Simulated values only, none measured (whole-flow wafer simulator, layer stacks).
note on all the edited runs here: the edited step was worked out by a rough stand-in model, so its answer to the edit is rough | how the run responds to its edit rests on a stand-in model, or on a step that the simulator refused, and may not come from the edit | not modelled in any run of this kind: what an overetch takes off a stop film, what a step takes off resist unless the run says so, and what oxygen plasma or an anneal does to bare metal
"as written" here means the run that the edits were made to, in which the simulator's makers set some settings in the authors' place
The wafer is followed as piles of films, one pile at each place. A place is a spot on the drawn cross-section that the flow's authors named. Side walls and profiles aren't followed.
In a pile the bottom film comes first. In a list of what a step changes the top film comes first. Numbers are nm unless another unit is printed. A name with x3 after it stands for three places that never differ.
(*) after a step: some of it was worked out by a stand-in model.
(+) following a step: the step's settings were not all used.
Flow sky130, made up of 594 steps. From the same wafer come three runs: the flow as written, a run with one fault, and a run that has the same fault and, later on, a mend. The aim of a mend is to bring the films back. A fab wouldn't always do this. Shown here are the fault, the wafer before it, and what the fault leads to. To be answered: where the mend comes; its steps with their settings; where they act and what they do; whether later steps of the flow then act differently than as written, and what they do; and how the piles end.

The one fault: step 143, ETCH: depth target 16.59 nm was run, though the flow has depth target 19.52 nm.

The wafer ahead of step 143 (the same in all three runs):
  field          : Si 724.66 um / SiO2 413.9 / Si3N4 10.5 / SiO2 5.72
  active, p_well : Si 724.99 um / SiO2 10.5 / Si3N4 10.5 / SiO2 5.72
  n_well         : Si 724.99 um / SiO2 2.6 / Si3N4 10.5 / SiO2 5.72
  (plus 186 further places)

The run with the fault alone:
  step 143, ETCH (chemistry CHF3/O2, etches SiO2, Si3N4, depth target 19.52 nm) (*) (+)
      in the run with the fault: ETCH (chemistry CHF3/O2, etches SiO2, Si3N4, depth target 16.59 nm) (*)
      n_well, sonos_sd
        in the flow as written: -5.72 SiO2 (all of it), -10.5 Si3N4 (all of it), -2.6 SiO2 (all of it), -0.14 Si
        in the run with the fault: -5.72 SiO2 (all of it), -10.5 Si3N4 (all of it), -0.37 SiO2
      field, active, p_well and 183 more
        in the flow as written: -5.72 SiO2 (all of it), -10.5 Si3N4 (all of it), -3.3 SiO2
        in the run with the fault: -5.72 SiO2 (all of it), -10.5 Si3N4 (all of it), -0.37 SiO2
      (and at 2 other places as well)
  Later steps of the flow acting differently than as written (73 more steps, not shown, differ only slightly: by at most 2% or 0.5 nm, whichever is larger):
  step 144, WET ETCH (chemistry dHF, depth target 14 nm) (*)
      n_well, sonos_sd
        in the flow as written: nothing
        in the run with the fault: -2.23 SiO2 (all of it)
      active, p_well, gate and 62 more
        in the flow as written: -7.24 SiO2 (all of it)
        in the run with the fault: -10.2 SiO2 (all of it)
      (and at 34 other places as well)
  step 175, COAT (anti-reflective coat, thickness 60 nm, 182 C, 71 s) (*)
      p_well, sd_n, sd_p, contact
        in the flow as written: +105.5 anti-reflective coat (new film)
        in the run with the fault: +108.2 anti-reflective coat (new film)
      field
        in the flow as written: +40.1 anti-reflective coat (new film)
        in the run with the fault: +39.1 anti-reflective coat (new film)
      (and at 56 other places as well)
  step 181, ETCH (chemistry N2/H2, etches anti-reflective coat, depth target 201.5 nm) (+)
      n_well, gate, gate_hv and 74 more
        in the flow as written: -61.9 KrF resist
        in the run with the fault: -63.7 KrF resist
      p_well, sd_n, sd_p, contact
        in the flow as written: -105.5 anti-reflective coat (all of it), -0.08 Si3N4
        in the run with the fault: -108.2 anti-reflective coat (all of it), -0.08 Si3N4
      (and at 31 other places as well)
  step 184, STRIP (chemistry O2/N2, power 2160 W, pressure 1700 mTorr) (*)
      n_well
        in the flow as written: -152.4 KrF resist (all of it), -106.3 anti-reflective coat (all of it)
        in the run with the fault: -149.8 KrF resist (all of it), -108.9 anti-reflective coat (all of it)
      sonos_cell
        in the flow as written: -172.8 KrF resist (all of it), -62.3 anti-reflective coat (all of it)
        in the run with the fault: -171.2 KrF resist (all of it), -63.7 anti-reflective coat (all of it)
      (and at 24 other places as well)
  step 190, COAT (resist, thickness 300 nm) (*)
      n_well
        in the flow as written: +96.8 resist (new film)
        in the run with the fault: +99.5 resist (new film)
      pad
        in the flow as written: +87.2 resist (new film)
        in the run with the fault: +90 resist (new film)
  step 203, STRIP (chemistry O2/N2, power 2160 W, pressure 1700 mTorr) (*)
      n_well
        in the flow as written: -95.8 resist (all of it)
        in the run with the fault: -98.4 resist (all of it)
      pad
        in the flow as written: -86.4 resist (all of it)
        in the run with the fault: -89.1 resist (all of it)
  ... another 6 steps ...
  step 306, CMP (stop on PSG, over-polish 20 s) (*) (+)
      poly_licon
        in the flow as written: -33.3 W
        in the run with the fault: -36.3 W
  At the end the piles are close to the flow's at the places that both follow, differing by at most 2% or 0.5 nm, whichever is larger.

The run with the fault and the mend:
  The mend follows step 143.
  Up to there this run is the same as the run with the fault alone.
  step 143a, ETCH (chemistry CHF3/O2, etches SiO2, Si3N4, depth target 2.928 nm) (*) (+) (a further turn of the flow's step 143, with different settings)
      field, active, p_well and 183 more
        -2.93 SiO2
      n_well, sonos_sd
        -2.23 SiO2 (all of it), -0.14 Si
      sonos_cell, sonos_cell_x
        -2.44 resist
  None of the later steps of the flow differs from how it acts as written, at any place that is followed, by more than 2% or 0.5 nm, whichever is larger.
  At every place that both follow, the piles at the end match the flow's.
